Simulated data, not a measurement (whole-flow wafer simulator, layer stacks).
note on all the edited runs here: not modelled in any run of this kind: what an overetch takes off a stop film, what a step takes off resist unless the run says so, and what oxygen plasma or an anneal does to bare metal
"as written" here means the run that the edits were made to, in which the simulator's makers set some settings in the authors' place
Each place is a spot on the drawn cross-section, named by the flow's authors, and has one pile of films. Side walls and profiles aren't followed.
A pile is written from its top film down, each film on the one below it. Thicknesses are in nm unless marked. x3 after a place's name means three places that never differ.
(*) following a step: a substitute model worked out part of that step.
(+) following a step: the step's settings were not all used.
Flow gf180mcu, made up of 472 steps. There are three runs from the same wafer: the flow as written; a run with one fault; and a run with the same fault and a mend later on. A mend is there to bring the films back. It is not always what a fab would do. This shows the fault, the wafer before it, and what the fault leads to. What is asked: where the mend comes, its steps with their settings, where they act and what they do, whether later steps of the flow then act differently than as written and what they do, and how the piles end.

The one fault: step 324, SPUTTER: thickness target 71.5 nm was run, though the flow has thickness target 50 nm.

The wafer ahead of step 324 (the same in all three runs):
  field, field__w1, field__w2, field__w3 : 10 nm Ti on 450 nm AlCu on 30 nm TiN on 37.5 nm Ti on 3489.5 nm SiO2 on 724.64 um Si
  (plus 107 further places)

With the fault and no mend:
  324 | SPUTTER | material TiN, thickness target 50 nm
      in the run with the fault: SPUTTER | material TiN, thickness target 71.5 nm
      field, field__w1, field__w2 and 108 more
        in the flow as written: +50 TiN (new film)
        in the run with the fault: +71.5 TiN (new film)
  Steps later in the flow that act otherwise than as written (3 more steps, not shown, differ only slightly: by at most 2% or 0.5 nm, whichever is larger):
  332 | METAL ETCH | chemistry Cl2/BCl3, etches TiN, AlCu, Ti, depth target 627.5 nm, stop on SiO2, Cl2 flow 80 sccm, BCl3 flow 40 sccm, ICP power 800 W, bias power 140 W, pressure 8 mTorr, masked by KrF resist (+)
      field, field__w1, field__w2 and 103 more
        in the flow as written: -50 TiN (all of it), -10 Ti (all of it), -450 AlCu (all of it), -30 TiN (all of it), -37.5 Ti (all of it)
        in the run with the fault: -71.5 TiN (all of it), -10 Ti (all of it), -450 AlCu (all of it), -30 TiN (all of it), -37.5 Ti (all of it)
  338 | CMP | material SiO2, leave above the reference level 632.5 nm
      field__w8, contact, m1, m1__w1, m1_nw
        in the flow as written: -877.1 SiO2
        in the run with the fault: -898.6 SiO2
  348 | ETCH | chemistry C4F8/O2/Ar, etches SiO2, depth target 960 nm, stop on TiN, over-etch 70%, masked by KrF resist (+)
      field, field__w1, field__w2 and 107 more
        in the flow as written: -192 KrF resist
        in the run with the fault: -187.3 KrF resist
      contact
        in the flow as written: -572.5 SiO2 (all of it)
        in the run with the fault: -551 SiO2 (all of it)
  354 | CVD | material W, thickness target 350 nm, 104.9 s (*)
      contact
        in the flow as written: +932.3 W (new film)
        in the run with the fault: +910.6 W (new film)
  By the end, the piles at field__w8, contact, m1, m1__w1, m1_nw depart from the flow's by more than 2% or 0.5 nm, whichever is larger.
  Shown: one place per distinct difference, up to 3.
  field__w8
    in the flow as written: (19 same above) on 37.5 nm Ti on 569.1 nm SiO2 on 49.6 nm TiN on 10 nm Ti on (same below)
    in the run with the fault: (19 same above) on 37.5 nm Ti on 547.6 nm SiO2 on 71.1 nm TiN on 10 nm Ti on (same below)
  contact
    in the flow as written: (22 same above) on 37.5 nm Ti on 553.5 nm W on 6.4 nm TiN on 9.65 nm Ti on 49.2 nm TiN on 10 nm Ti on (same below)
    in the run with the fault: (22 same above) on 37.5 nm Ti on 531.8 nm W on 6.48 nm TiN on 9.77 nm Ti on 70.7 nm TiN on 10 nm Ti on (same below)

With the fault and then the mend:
  The mend stands after step 324.
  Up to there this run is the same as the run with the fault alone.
  324a | METAL ETCH | chemistry Cl2/BCl3, etches TiN, AlCu, Ti, depth target 21.5 nm, Cl2 flow 80 sccm, BCl3 flow 40 sccm, ICP power 800 W, bias power 140 W, pressure 8 mTorr (the flow's step 260 again, with other settings)
      field, field__w1, field__w2 and 108 more
        -21.5 TiN
  Later steps of the flow that are run all act as written at every place that is followed.
  The piles end the same as the flow's at every place that both follow.
